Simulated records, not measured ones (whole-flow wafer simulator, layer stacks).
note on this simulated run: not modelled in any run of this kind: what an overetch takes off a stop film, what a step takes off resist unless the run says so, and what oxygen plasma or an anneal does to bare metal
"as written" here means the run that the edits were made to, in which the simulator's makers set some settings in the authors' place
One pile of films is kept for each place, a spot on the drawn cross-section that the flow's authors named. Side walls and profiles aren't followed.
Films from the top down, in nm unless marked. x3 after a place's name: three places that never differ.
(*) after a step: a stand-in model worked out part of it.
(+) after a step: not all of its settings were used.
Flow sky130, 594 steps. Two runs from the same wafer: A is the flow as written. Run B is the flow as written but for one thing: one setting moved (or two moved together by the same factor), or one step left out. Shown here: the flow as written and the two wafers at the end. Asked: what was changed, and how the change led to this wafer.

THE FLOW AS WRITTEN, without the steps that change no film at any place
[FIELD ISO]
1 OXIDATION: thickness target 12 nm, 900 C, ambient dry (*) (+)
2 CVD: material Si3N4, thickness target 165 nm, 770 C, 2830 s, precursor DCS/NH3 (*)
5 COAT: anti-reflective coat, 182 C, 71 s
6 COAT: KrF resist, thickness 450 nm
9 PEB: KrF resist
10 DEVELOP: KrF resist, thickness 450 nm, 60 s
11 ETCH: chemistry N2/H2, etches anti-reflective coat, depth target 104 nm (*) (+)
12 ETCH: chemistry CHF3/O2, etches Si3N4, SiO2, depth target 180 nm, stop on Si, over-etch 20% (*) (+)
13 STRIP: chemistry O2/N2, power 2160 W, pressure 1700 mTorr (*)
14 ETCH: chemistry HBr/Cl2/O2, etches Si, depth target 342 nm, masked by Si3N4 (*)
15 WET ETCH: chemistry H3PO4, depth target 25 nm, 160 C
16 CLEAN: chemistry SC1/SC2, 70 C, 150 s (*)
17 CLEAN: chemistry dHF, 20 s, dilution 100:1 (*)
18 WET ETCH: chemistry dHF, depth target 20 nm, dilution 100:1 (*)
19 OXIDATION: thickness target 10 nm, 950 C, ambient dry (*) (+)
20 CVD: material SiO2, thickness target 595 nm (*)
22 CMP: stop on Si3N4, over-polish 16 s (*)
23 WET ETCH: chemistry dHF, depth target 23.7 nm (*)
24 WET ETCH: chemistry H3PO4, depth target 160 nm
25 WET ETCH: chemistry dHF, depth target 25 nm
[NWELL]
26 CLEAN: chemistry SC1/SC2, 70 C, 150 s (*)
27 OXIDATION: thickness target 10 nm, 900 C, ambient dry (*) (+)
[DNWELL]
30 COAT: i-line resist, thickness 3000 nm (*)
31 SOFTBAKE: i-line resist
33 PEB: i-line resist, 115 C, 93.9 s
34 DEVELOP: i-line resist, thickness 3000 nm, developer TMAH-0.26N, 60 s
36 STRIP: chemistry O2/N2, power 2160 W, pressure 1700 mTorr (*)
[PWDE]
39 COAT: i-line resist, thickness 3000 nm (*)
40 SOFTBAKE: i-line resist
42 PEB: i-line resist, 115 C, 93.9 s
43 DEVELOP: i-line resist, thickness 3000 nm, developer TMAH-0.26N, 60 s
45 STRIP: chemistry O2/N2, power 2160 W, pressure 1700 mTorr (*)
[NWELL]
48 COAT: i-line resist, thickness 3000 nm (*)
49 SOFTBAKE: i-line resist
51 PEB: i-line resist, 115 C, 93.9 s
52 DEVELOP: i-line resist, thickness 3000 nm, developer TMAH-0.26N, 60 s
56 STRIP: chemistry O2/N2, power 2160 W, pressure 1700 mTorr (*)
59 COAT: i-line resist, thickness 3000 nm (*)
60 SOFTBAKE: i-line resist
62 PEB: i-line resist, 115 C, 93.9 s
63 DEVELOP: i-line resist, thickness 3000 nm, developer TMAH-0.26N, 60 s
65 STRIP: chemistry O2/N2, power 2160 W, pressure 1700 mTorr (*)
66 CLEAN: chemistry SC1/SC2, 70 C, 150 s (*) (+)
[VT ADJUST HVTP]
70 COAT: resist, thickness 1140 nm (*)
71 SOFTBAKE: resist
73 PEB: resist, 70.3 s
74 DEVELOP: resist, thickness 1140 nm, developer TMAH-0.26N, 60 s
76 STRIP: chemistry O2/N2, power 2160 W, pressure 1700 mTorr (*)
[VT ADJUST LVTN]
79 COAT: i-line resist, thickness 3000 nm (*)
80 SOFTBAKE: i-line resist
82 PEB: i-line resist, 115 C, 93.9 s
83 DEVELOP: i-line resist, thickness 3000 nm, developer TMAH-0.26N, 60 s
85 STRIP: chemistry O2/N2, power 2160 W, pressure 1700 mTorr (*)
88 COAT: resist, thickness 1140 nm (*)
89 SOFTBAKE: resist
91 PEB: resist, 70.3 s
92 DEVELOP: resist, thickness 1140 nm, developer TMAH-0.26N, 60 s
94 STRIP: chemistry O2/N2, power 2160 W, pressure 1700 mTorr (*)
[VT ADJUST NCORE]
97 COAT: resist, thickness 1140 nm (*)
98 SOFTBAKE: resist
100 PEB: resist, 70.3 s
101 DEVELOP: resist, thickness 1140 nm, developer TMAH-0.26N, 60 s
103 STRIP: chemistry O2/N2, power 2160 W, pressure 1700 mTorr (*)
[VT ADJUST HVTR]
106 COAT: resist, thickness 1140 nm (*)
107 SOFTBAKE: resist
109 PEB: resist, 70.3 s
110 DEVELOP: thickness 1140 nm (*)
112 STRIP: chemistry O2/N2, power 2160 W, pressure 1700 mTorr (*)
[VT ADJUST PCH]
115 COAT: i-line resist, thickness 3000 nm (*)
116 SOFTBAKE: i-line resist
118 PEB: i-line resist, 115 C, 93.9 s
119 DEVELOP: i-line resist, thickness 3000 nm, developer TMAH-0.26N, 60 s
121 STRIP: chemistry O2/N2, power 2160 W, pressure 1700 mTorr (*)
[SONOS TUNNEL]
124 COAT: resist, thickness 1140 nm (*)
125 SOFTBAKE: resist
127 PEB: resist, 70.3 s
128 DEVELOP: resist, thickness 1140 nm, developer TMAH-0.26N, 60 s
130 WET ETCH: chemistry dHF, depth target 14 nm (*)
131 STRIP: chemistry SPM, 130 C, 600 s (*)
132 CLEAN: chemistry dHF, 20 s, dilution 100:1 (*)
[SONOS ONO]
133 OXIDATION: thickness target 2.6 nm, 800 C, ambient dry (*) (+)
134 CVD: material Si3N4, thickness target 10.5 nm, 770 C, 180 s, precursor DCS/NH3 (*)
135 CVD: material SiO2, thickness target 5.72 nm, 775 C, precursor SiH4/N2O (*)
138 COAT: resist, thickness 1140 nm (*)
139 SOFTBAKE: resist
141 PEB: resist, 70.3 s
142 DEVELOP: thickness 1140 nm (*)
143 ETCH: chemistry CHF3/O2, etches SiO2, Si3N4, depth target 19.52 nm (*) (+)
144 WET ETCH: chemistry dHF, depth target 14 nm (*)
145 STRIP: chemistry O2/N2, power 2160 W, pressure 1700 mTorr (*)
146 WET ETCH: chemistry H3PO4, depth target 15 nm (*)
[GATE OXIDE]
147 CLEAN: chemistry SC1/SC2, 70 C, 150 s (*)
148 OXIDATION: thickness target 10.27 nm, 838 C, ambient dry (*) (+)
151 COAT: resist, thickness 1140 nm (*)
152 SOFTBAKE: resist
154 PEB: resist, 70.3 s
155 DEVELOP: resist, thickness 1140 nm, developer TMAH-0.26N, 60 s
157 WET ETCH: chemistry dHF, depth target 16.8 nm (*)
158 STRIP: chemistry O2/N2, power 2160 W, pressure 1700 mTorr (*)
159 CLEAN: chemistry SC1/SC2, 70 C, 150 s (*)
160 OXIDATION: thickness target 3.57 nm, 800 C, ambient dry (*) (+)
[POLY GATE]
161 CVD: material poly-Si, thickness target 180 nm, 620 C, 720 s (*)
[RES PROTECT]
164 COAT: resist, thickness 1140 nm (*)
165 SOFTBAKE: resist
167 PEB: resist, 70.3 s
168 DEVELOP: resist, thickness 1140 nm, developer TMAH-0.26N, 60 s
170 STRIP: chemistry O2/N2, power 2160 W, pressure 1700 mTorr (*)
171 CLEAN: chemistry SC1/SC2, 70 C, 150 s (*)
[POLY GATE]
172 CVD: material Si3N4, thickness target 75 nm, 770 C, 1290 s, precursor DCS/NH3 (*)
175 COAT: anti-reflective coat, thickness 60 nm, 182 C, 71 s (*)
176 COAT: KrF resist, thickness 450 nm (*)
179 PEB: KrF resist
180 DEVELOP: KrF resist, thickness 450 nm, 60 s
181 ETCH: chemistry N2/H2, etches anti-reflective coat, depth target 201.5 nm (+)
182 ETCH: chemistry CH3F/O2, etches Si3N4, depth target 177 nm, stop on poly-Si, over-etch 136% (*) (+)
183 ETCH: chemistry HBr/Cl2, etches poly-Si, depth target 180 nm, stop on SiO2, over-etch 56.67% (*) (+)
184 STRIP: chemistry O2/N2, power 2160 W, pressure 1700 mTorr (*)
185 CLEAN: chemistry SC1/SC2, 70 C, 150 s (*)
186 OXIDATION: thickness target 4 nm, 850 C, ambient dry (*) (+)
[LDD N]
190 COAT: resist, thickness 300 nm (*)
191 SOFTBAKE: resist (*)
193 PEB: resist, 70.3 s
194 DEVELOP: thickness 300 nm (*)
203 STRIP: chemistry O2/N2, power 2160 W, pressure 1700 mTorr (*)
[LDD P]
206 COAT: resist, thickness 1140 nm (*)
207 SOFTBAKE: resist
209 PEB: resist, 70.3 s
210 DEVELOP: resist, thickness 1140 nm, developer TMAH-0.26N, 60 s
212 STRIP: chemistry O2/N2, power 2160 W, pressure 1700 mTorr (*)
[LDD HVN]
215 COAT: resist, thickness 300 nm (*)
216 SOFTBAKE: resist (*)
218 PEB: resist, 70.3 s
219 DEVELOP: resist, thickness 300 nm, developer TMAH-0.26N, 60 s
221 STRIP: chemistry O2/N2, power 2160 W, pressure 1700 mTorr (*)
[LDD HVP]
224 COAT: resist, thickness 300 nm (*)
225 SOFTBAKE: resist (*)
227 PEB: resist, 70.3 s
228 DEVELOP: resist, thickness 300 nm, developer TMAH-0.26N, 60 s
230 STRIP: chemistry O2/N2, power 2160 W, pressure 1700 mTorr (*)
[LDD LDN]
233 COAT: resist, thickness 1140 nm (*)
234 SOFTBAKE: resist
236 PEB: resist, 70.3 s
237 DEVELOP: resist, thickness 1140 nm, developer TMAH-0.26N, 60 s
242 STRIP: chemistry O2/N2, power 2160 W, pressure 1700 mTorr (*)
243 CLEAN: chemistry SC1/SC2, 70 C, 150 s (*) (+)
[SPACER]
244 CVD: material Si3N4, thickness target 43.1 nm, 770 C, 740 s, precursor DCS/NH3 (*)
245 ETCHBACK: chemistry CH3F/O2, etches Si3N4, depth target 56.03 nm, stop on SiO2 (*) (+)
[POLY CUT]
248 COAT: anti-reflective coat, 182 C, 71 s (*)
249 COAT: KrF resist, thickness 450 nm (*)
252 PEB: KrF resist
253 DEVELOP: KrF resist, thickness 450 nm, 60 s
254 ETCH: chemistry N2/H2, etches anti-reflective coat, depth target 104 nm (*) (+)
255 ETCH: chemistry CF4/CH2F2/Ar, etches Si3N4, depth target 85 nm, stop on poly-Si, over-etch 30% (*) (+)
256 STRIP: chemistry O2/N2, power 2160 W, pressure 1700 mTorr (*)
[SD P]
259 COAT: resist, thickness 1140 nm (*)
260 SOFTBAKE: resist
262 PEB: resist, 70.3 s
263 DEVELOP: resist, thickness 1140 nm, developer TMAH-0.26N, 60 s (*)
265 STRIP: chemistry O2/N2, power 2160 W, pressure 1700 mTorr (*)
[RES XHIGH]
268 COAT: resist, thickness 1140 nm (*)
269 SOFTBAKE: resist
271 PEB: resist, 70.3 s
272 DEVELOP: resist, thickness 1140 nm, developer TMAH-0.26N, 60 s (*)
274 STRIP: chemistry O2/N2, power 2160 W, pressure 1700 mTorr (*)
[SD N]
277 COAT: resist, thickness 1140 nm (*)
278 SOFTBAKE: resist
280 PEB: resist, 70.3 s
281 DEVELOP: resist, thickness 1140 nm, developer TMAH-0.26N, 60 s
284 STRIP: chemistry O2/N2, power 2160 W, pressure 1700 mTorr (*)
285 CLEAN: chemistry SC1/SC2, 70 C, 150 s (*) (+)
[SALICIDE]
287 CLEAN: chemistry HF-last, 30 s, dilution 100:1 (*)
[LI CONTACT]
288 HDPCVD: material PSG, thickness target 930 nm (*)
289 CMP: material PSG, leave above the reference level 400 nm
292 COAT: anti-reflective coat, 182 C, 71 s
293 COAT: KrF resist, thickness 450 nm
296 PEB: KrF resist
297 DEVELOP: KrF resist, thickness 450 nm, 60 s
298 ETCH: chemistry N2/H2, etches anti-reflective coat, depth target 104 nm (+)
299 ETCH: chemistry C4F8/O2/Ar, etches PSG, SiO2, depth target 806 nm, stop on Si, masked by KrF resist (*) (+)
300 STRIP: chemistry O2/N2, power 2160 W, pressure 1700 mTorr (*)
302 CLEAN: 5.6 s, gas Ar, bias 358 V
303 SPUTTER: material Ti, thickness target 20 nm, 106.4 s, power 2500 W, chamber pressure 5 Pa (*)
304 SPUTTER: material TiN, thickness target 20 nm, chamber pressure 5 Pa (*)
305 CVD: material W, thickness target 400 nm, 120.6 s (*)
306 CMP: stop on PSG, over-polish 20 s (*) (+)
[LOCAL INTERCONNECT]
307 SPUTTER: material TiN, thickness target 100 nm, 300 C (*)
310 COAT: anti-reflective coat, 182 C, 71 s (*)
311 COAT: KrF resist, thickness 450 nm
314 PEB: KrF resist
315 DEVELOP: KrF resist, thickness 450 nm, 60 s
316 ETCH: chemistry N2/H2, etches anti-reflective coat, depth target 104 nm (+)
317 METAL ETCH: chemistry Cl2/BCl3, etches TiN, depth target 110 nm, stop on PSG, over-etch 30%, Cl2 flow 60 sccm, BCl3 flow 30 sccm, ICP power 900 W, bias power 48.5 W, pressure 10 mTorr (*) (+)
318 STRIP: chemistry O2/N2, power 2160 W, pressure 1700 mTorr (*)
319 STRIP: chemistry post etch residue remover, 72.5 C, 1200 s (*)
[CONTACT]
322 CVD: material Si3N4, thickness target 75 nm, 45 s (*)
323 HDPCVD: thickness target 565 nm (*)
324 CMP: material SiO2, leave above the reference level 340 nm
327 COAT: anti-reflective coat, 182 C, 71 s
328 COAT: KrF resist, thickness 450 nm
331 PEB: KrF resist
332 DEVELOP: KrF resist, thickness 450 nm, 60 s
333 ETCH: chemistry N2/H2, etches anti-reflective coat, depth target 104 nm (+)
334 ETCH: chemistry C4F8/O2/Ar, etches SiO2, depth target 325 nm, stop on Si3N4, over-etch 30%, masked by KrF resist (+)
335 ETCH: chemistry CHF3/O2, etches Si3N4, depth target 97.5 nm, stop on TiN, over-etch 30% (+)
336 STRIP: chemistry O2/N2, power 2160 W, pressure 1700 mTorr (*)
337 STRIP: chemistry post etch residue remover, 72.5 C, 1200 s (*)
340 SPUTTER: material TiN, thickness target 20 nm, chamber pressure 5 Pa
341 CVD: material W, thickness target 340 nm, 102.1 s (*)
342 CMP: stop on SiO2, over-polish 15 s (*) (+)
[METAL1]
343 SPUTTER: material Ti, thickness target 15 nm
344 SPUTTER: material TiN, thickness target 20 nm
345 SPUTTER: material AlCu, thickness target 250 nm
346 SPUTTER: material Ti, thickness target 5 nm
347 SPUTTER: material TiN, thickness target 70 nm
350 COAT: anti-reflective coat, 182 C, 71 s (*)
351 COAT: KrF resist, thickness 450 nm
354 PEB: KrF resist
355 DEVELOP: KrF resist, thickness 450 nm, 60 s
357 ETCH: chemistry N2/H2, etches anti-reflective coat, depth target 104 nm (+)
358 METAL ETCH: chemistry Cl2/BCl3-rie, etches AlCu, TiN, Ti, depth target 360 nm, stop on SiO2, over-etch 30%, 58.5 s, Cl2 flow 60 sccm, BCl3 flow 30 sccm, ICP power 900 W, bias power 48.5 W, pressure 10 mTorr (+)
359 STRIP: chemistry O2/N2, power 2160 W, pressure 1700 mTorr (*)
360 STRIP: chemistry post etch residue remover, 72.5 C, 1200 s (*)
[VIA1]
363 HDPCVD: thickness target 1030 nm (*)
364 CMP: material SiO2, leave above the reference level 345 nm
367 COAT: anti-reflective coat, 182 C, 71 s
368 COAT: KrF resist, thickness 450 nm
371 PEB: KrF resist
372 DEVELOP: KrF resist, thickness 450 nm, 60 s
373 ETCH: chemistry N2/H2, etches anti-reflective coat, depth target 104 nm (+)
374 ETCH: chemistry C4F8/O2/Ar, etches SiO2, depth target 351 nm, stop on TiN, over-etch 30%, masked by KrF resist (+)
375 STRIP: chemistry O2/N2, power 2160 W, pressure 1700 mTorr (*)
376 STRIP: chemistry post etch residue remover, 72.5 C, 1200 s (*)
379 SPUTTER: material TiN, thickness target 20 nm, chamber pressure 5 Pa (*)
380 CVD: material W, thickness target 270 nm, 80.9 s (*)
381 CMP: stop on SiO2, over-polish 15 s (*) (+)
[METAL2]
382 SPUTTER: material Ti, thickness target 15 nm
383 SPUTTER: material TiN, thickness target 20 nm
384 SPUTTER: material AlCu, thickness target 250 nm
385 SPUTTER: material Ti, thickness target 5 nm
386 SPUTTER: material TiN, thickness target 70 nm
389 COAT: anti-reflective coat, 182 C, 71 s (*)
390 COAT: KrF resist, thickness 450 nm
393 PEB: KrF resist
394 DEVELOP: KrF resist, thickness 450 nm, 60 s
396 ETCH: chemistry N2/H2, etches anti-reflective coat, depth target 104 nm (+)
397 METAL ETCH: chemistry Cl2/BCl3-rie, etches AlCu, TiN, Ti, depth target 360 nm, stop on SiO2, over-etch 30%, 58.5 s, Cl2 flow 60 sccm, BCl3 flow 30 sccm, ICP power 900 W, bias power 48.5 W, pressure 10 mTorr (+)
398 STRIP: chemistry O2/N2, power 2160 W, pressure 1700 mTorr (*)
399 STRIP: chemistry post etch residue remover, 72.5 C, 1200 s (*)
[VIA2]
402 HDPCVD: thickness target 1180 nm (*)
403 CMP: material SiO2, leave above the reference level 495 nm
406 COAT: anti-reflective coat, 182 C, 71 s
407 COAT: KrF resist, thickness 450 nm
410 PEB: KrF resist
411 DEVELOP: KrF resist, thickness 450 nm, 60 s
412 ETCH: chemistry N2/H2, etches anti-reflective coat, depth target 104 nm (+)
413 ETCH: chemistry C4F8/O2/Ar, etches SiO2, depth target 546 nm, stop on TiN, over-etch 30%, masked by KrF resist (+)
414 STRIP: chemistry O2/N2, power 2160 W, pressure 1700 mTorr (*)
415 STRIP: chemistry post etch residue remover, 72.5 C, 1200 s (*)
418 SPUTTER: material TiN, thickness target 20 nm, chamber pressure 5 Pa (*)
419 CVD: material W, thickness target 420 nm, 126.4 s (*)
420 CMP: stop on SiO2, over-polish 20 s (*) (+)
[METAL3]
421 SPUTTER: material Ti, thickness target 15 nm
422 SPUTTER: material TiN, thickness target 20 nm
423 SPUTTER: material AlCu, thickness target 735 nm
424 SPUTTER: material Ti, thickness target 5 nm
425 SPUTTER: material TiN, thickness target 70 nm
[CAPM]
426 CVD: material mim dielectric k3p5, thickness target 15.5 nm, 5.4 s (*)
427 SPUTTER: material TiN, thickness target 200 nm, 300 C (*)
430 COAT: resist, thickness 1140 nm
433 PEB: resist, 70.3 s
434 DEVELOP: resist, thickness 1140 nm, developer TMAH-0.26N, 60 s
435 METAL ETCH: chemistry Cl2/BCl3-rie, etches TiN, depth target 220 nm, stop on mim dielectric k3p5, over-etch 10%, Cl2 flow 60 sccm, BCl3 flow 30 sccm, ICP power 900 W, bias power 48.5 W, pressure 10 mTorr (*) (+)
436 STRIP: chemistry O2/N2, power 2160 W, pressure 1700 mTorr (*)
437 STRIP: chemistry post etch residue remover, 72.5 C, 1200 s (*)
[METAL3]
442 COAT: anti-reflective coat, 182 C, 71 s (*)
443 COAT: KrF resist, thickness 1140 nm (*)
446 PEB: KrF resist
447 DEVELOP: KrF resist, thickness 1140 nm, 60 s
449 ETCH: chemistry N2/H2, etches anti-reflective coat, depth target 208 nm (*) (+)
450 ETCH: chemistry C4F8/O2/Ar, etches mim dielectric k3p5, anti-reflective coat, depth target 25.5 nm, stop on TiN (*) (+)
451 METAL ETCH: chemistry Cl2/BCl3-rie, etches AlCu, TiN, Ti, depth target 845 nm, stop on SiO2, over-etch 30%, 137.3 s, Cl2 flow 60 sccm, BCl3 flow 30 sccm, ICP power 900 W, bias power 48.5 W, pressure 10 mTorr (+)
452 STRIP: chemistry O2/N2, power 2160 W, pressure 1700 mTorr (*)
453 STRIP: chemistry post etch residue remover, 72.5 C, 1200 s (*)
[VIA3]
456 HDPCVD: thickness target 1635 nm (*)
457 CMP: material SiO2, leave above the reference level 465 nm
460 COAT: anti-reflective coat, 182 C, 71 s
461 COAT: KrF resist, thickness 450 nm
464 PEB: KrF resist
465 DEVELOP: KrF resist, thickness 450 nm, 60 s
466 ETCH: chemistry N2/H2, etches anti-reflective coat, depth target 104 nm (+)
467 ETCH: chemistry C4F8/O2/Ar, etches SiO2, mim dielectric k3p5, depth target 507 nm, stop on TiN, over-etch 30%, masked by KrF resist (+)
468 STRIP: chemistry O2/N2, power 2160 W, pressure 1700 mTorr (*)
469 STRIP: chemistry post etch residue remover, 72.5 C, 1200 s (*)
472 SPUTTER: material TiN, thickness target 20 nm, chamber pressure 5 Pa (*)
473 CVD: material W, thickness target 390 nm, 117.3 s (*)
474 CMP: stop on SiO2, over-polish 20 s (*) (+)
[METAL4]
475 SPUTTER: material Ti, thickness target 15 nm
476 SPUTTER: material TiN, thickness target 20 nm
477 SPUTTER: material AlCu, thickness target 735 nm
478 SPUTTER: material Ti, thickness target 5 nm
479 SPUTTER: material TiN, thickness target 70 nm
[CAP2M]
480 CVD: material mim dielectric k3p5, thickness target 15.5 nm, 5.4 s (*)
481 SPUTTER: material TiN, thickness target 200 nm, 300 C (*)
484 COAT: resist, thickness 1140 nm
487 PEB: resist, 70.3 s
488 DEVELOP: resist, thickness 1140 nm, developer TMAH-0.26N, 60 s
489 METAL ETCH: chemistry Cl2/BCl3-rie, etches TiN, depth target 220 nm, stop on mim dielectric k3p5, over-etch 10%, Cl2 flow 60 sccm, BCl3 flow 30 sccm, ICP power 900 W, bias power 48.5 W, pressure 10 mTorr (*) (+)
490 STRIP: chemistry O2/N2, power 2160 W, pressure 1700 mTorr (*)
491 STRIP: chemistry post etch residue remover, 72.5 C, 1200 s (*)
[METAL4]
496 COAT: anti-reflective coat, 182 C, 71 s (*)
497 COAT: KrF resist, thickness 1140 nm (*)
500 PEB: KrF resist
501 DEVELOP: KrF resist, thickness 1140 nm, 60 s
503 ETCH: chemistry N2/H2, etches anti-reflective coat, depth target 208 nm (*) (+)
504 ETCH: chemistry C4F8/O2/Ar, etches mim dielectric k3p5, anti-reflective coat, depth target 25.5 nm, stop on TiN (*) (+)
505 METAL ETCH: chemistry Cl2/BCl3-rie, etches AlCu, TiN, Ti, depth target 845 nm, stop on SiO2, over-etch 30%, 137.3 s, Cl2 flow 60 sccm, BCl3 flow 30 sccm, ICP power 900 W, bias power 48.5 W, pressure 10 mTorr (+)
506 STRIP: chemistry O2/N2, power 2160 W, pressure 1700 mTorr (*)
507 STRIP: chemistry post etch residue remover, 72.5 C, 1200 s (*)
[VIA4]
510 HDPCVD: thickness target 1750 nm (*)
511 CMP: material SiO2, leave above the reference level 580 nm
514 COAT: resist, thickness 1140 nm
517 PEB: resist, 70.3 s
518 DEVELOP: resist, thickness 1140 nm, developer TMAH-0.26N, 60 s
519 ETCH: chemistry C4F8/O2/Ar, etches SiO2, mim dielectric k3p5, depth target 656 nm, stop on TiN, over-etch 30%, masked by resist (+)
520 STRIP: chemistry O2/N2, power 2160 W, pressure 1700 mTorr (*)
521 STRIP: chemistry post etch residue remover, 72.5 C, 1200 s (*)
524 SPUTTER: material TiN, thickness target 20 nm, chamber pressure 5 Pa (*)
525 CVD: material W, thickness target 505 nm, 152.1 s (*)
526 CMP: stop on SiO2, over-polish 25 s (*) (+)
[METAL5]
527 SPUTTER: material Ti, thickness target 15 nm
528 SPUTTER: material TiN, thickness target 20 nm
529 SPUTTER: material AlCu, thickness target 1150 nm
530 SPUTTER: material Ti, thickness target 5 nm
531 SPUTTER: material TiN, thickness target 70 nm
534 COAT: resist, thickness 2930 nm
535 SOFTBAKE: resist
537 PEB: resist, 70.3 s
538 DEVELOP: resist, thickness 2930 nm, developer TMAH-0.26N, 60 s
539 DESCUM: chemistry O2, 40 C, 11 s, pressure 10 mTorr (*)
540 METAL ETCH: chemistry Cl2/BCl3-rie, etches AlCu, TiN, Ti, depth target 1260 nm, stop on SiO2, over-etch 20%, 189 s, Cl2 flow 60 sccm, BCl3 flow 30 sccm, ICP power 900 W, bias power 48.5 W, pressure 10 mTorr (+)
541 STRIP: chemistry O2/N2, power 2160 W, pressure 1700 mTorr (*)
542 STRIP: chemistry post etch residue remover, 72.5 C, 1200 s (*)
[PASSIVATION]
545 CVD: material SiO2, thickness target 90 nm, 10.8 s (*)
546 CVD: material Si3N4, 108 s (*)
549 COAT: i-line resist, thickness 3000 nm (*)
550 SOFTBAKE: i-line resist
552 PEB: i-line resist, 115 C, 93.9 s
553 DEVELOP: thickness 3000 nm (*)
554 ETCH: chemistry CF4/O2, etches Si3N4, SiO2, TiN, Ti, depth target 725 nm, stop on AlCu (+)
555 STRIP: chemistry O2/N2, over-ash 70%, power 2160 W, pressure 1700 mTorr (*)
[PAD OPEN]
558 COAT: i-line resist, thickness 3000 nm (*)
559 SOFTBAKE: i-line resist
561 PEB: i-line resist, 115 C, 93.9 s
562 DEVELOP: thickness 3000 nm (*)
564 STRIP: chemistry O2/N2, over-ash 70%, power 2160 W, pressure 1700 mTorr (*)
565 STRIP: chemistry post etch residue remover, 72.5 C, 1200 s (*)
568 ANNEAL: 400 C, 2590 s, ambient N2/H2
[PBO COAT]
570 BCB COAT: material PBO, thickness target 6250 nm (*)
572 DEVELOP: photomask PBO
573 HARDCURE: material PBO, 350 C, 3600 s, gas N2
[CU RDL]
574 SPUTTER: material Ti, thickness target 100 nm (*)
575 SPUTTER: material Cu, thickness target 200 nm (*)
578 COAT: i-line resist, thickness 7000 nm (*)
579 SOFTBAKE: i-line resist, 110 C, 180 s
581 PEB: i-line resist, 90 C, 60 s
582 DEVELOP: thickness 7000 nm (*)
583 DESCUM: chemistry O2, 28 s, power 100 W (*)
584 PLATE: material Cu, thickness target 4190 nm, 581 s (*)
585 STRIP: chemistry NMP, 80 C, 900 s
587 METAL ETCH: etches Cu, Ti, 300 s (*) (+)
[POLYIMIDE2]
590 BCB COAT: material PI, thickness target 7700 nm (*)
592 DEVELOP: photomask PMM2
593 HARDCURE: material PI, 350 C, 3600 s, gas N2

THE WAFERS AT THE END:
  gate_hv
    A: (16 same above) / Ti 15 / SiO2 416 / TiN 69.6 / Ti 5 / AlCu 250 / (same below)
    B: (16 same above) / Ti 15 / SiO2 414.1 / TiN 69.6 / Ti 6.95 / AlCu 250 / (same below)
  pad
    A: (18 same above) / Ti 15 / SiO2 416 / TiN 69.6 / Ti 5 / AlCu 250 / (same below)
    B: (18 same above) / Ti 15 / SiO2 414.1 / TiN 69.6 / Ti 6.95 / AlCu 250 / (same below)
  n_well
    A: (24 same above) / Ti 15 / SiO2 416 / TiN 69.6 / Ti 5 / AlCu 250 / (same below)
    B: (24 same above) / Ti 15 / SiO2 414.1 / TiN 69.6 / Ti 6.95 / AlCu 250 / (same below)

The cause: step 385, SPUTTER: thickness target 6.95 nm was run, where the flow has thickness target 5 nm.
It can be read off the wafer: gate_hv has Ti 6.95, and step 385 as written asks for 5 nm.

How the change led to this, step by step:
  385 SPUTTER: material Ti, thickness target 5 nm
      field, active, n_well and 188 more: A Ti +5 (new film) | B Ti +6.95 (new film)
  397 METAL ETCH: chemistry Cl2/BCl3-rie, etches AlCu, TiN, Ti, depth target 360 nm, stop on SiO2, over-etch 30%, 58.5 s, Cl2 flow 60 sccm, BCl3 flow 30 sccm, ICP power 900 W, bias power 48.5 W, pressure 10 mTorr (+)
      field, active, gate and 82 more: A TiN -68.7 (all of it), Ti -5 (all of it), AlCu -250 (all of it), TiN -20 (all of it), Ti -15 (all of it), SiO2 -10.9 | B TiN -68.7 (all of it), Ti -6.95 (all of it), AlCu -250 (all of it), TiN -20 (all of it), Ti -15 (all of it), SiO2 -10.7
